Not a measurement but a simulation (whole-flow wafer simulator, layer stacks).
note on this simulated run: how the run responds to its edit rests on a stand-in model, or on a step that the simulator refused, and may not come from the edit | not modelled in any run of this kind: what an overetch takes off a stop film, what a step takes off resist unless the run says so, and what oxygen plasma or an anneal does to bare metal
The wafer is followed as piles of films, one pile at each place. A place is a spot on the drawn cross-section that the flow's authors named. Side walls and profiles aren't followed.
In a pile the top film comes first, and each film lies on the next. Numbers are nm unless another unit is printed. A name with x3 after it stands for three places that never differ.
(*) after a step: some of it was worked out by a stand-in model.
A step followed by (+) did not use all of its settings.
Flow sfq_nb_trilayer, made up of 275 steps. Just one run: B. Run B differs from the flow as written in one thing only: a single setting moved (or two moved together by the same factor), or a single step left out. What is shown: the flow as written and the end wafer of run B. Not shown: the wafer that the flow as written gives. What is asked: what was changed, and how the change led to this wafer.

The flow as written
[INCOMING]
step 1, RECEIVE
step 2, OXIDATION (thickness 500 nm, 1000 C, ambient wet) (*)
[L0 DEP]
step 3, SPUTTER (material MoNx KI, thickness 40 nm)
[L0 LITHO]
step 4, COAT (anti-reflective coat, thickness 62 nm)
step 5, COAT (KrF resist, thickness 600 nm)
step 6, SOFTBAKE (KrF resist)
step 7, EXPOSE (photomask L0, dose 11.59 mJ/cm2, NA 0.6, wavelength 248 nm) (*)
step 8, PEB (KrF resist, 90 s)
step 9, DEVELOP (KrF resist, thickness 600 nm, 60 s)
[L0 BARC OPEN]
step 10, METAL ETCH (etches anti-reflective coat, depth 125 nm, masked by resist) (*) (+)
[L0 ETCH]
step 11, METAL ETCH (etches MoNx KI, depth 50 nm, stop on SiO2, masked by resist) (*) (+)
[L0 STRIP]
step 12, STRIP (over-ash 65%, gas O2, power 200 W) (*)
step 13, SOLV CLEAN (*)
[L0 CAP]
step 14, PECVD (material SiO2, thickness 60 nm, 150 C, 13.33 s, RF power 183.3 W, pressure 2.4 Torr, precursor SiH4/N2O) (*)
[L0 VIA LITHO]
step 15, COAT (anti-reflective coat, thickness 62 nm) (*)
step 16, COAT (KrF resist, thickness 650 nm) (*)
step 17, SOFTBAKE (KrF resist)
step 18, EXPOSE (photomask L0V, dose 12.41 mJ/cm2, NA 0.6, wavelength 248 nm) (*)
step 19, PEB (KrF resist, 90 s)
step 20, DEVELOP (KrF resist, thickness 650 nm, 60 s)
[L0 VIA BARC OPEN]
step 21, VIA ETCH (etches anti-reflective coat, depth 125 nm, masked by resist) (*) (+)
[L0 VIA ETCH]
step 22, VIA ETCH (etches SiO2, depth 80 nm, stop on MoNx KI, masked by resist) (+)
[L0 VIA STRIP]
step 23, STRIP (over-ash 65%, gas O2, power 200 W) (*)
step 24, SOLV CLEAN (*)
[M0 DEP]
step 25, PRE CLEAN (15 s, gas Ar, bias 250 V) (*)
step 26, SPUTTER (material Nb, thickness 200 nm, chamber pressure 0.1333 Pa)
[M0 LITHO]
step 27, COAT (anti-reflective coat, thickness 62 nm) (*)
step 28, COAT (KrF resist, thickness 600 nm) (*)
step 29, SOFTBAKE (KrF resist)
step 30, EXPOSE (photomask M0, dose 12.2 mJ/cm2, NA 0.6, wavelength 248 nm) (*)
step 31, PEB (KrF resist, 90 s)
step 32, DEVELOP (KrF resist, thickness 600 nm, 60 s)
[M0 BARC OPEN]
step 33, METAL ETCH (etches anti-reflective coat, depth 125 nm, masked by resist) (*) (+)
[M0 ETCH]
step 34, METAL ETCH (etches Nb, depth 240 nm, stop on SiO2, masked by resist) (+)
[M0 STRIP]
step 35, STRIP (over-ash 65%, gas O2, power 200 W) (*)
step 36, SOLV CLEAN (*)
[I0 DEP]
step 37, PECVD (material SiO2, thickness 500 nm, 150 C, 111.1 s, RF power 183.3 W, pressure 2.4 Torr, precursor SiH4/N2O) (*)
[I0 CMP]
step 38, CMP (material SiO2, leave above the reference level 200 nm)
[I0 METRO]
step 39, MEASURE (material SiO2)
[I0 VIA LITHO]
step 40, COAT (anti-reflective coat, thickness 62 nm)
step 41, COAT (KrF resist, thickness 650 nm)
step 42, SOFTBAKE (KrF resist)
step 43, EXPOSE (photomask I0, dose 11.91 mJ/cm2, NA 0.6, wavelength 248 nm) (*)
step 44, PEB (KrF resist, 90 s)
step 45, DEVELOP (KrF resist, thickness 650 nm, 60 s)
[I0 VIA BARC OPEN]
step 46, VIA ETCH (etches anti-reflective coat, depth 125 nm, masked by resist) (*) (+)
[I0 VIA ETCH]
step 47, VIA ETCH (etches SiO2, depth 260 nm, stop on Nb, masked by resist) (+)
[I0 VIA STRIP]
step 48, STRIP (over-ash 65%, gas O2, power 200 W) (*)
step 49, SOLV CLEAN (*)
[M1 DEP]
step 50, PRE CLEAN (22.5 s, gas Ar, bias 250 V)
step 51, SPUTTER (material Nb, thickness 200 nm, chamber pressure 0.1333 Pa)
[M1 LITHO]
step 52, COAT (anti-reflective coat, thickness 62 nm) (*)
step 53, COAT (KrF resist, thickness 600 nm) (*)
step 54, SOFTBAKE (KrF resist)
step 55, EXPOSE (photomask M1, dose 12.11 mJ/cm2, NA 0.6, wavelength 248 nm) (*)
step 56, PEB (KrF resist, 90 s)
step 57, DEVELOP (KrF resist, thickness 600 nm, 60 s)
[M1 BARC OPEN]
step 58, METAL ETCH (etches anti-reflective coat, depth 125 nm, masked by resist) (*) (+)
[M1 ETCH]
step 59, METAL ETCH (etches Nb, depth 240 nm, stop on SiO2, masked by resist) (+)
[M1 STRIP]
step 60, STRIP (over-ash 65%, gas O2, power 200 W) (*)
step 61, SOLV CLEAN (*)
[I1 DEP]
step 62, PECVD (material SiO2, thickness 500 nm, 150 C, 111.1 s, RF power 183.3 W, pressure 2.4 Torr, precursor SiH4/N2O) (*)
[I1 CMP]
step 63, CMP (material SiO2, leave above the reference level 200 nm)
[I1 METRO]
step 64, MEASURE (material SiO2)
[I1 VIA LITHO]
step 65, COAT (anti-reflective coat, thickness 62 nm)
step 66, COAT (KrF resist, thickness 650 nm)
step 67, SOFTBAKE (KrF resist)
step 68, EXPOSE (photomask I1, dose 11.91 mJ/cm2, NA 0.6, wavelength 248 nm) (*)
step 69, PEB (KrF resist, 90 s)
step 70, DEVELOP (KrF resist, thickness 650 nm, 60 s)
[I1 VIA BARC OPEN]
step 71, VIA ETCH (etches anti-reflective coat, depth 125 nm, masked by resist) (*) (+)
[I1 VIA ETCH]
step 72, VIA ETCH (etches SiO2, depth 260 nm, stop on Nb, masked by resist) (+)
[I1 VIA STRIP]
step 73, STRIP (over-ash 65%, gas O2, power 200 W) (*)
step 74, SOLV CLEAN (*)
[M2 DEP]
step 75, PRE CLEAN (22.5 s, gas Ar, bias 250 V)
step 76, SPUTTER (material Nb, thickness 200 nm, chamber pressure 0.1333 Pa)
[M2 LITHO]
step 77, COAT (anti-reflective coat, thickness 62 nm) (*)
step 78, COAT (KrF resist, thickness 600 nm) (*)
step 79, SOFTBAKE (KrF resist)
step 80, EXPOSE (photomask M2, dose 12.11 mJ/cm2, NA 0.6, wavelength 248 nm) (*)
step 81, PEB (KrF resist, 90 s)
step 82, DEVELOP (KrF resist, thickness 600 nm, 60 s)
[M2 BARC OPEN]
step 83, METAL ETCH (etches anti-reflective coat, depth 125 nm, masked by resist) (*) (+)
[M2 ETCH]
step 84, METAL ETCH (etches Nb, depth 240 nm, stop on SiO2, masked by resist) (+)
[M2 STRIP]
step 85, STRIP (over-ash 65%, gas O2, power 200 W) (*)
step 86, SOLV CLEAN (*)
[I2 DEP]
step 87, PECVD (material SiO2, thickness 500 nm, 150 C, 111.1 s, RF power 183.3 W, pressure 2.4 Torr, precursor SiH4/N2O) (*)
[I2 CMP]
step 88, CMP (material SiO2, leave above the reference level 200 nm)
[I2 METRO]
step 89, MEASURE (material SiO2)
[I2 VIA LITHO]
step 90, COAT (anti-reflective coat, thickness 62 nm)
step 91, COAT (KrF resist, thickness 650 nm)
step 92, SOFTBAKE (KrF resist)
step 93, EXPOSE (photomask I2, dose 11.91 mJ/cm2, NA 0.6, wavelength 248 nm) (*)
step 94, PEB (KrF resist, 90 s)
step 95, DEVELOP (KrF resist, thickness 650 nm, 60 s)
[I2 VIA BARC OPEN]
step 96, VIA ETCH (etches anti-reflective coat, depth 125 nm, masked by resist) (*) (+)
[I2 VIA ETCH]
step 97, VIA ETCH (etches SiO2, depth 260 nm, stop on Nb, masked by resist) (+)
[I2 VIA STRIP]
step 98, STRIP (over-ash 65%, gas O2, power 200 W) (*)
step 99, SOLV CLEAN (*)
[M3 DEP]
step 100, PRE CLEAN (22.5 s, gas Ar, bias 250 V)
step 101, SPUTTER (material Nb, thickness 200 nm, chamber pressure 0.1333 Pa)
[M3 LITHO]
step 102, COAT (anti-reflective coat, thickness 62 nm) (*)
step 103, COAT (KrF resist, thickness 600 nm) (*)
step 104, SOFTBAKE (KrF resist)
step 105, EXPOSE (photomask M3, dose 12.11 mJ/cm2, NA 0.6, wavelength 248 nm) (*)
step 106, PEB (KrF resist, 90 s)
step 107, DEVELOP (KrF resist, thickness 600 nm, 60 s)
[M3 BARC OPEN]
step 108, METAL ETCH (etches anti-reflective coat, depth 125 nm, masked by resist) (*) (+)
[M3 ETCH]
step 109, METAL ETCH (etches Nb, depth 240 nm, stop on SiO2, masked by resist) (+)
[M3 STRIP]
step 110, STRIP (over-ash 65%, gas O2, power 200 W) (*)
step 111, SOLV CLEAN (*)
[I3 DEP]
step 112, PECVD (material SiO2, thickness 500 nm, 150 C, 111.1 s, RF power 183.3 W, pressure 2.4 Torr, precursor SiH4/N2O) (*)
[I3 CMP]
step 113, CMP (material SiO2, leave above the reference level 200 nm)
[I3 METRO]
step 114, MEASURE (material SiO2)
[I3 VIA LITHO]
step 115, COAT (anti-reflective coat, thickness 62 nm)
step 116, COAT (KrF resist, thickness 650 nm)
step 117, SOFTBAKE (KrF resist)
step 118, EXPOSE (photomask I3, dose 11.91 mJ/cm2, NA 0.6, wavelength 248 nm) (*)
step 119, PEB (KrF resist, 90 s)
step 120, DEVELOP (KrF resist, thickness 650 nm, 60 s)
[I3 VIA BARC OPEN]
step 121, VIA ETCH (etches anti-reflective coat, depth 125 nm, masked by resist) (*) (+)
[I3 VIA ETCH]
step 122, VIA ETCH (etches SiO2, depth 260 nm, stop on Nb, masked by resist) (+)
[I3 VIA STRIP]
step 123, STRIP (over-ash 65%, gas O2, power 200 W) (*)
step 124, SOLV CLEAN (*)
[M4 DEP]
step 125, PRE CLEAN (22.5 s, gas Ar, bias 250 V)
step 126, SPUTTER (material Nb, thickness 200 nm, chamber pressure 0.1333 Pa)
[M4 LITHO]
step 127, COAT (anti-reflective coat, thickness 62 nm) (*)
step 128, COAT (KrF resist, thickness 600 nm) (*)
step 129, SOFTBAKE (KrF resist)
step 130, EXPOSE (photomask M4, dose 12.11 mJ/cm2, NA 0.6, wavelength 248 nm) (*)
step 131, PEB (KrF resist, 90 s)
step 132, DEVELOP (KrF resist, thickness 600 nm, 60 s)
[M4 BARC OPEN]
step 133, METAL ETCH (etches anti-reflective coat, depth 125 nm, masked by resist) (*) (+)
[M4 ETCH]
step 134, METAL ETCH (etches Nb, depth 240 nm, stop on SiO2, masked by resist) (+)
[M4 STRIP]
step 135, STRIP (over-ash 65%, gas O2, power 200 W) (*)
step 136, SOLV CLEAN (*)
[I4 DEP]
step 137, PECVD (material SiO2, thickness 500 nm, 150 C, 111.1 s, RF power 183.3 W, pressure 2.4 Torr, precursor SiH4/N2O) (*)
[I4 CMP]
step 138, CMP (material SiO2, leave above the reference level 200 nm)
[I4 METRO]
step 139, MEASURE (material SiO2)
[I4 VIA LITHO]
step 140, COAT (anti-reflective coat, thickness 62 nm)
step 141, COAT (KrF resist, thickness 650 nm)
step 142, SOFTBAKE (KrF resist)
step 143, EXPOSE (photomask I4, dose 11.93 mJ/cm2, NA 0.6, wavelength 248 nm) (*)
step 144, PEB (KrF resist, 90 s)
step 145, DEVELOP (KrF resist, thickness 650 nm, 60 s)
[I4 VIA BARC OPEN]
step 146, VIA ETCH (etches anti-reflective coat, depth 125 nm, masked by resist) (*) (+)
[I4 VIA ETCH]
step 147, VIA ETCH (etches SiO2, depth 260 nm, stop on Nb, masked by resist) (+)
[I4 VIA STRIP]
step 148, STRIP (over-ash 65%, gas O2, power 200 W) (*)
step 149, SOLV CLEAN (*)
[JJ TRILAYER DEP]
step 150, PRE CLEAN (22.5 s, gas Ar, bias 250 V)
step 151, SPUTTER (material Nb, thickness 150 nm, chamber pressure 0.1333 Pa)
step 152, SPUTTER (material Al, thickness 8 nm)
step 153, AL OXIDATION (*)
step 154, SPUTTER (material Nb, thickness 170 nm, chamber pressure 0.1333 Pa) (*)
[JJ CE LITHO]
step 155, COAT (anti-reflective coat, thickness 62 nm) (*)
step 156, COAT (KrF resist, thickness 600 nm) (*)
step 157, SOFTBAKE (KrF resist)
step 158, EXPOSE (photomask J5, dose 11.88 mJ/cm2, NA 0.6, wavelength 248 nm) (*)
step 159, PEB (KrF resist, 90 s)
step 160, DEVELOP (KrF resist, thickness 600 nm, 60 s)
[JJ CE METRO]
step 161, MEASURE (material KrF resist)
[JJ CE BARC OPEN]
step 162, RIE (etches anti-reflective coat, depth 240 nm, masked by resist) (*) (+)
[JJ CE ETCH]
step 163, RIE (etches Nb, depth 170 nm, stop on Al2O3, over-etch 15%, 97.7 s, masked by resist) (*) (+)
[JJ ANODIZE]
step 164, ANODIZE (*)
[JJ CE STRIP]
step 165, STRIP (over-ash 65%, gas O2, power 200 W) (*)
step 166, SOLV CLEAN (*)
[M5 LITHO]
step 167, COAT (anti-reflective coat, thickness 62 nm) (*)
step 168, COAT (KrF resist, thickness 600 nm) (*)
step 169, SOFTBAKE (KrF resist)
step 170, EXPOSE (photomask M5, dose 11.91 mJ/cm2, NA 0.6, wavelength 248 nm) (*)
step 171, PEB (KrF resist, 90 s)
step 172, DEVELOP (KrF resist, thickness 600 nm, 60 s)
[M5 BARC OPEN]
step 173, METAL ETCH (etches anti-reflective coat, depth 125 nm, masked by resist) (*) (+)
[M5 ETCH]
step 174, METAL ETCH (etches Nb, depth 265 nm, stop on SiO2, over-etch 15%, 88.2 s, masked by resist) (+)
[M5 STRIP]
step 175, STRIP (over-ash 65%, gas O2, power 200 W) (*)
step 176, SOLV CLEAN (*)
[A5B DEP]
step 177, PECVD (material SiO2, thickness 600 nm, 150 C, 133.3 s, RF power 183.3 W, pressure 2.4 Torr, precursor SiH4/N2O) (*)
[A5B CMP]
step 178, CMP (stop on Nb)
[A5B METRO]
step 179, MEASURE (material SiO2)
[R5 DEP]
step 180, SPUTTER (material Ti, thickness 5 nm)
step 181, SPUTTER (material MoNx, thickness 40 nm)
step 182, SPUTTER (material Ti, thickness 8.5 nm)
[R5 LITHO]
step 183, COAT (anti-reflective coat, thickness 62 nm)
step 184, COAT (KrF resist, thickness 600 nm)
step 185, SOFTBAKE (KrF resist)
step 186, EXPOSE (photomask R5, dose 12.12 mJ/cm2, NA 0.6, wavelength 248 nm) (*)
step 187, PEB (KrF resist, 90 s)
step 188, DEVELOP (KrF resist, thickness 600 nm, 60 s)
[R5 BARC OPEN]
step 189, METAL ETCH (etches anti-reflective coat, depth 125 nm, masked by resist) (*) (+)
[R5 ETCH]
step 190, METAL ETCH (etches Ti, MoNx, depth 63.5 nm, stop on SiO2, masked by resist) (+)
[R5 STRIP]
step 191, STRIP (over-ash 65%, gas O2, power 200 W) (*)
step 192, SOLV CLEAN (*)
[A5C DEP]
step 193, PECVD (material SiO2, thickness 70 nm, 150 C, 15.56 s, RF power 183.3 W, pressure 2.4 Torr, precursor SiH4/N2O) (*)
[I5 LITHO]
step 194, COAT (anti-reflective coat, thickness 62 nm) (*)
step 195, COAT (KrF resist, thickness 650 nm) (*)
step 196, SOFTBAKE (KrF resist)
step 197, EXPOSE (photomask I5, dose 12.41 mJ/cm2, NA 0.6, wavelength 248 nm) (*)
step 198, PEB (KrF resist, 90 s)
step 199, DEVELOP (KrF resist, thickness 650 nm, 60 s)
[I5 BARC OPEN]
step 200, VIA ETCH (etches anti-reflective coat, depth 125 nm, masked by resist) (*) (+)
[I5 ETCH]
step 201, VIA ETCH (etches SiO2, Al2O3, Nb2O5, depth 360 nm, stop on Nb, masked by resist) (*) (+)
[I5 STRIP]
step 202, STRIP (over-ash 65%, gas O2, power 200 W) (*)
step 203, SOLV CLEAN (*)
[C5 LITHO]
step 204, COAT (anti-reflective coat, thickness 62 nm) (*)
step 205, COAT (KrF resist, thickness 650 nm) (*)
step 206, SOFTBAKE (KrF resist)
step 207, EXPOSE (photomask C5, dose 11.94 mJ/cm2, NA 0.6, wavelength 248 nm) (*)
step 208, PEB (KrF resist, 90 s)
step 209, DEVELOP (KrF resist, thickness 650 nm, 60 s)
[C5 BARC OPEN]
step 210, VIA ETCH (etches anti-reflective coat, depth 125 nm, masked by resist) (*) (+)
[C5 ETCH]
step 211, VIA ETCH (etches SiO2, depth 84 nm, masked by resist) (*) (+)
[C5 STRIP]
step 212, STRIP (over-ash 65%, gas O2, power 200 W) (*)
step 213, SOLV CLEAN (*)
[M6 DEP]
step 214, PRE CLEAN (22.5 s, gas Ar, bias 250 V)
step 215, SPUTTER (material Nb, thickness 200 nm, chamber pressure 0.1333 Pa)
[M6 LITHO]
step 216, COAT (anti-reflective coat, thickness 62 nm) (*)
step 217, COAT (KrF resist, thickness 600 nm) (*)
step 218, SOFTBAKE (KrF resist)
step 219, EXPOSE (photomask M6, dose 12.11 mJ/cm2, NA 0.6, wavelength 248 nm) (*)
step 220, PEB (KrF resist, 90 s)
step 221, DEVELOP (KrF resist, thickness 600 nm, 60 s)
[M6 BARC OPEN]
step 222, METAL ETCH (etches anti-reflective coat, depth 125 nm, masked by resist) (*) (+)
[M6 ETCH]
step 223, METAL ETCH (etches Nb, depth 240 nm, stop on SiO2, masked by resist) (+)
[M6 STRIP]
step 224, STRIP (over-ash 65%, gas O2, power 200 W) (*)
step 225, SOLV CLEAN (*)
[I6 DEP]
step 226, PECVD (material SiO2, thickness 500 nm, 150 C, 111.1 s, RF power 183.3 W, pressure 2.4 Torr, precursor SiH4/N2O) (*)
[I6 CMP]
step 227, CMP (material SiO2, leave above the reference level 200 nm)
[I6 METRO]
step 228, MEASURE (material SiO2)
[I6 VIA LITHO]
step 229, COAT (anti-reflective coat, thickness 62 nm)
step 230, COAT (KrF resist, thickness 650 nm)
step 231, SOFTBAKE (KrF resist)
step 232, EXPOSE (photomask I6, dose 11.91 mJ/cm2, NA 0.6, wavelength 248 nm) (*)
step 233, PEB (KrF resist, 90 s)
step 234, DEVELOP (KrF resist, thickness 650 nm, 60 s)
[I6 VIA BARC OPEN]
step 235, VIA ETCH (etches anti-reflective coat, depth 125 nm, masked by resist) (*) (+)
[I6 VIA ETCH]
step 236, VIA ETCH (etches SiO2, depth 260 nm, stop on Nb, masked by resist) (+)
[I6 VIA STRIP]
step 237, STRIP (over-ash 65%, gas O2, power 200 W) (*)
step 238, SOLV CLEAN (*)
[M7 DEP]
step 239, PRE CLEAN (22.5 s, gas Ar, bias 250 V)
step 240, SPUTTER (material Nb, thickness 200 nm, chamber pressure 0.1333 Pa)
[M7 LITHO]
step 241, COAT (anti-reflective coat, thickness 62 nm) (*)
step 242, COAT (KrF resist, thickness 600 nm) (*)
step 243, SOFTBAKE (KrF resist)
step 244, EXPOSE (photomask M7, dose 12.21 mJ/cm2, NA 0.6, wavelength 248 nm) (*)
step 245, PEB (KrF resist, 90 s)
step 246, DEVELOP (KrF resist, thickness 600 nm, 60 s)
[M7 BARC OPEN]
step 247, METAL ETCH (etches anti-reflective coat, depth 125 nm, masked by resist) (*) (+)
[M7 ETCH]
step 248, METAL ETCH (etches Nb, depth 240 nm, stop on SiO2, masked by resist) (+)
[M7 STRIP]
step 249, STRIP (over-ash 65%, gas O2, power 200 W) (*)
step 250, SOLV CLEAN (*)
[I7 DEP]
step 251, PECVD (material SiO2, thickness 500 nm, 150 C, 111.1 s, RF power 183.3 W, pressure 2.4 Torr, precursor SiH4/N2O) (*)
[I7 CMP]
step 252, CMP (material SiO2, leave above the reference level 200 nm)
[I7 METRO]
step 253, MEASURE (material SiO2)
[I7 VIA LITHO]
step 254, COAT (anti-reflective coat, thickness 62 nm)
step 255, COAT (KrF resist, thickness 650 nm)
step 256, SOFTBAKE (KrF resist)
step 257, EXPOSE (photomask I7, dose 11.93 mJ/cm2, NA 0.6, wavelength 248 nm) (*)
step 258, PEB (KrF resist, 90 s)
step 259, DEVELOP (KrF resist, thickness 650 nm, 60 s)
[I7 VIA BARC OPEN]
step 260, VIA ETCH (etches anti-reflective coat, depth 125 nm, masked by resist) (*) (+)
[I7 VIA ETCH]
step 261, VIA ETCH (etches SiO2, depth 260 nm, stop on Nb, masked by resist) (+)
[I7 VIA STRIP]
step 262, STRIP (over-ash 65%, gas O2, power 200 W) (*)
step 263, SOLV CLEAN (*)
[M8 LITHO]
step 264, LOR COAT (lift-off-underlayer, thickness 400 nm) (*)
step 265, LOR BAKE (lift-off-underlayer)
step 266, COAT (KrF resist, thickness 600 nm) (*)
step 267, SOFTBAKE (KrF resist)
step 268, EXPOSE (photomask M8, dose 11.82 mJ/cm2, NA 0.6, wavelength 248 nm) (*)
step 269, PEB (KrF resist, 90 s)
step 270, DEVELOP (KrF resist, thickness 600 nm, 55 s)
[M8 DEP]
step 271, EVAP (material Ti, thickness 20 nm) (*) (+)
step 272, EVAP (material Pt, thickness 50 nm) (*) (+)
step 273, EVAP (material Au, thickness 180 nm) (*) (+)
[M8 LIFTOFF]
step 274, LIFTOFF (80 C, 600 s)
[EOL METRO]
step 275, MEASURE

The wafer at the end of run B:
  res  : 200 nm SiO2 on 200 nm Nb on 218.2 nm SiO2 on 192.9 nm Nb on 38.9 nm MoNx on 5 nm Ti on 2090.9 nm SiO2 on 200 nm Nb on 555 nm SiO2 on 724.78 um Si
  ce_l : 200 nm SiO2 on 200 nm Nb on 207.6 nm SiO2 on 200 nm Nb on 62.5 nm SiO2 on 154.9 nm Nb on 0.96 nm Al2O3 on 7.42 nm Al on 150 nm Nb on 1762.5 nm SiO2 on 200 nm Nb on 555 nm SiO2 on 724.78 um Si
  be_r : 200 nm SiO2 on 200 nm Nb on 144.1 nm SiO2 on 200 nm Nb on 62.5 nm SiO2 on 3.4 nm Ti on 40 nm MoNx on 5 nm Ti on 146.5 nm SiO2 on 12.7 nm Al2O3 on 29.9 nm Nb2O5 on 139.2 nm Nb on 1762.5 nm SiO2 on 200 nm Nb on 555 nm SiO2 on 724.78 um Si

Cause: step 182, SPUTTER: thickness 3.4 nm was run, while the flow as written has thickness 8.5 nm.
The wafer lets one read it off: be_r has Ti 3.4, and step 182 as written asks for 8.5 nm.

Step by step, how the change led to this:
  step 182, SPUTTER (material Ti, thickness 8.5 nm)
      field_l, v_sur, via_wl and 103 more: Ti gains 3.4 (new film) (it would be, as written: Ti gains 8.5 (new film))
  step 190, METAL ETCH (etches Ti, MoNx, depth 63.5 nm, stop on SiO2, masked by resist) (+)
      field_l, v_sur, via_wl and 92 more: Ti loses 3.4 (all of it), MoNx loses 40 (all of it), Ti loses 5 (all of it) (it would be, as written: Ti loses 8.5 (all of it), MoNx loses 40 (all of it), Ti loses 5 (all of it))
      ce_l, c5j, ce_r, wl_jj: Ti loses 3.4 (all of it), MoNx loses 40 (all of it), Ti loses 5 (all of it), Nb loses 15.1 (it would be, as written: Ti loses 8.5 (all of it), MoNx loses 40 (all of it), Ti loses 5 (all of it), Nb loses 10)
  step 194, COAT (anti-reflective coat, thickness 62 nm) (*)
      r5r_spacepad_l, r5r_spacepad_r: anti-reflective coat gains 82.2 (new film) (it would be, as written: anti-reflective coat gains 84.4 (new film))
      ce_l: anti-reflective coat gains 69.4 (new film) (it would be, as written: anti-reflective coat gains 67.2 (new film))
      (also at 5 further places)
  step 202, STRIP (over-ash 65%, gas O2, power 200 W) (*)
      r5r_spacepad_l, r5r_spacepad_r: KrF resist loses 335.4 (all of it), anti-reflective coat loses 82.2 (all of it) (it would be, as written: KrF resist loses 335.6 (all of it), anti-reflective coat loses 84.4 (all of it))
      ce_l: KrF resist loses 342.9 (all of it), anti-reflective coat loses 69.4 (all of it) (it would be, as written: KrF resist loses 341.5 (all of it), anti-reflective coat loses 67.2 (all of it))
      (also at 5 further places)
  step 204, COAT (anti-reflective coat, thickness 62 nm) (*)
      r5r_spacepad_l, r5r_spacepad_r: anti-reflective coat gains 82.2 (new film) (it would be, as written: anti-reflective coat gains 84.4 (new film))
      ce_l: anti-reflective coat gains 68.3 (new film) (it would be, as written: anti-reflective coat gains 66 (new film))
      (also at 4 further places)
  step 210, VIA ETCH (etches anti-reflective coat, depth 125 nm, masked by resist) (*) (+)
      c5j: anti-reflective coat loses 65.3 (all of it), SiO2 loses 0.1 (it would be, as written: anti-reflective coat loses 63.9 (all of it), SiO2 loses 0.11)
  step 212, STRIP (over-ash 65%, gas O2, power 200 W) (*)
      r5r_spacepad_l, r5r_spacepad_r: KrF resist loses 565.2 (all of it), anti-reflective coat loses 82.2 (all of it) (it would be, as written: KrF resist loses 565.8 (all of it), anti-reflective coat loses 84.4 (all of it))
      ce_l: KrF resist loses 568.4 (all of it), anti-reflective coat loses 68.3 (all of it) (it would be, as written: KrF resist loses 567.4 (all of it), anti-reflective coat loses 66 (all of it))
      (also at 3 further places)
  step 214, PRE CLEAN (22.5 s, gas Ar, bias 250 V)
      res: Ti loses 3.4 (all of it), MoNx loses 1.11 (it would be, as written: Ti loses 4.53)
  step 216, COAT (anti-reflective coat, thickness 62 nm) (*)
      r5r_spacepad_l, r5r_spacepad_r: anti-reflective coat gains 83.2 (new film) (it would be, as written: anti-reflective coat gains 85.7 (new film))
      ce_l: anti-reflective coat gains 49.6 (new film) (it would be, as written: anti-reflective coat gains 48 (new film))
      (also at 4 further places)
  step 222, METAL ETCH (etches anti-reflective coat, depth 125 nm, masked by resist) (*) (+)
      r5r_spacepad_l, r5r_spacepad_r: anti-reflective coat loses 83.2 (all of it) (it would be, as written: anti-reflective coat loses 85.7 (all of it))
  step 224, STRIP (over-ash 65%, gas O2, power 200 W) (*)
      ce_l: KrF resist loses 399 (all of it), anti-reflective coat loses 49.6 (all of it) (it would be, as written: KrF resist loses 397.1 (all of it), anti-reflective coat loses 48 (all of it))
      ce_r: KrF resist loses 404.8 (all of it), anti-reflective coat loses 50.4 (all of it) (it would be, as written: KrF resist loses 403.5 (all of it), anti-reflective coat loses 48.8 (all of it))
      (also at 3 further places)
  step 227, CMP (material SiO2, leave above the reference level 200 nm)
      r5r_line_l, r5r_line_c, r5r_line_r: SiO2 loses 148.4 (it would be, as written: SiO2 loses 153.5)
      r5r_spacepad_l, r5r_spacepad_r: SiO2 loses 145.9 (it would be, as written: SiO2 loses 153.5)
      (also at 1 further place)
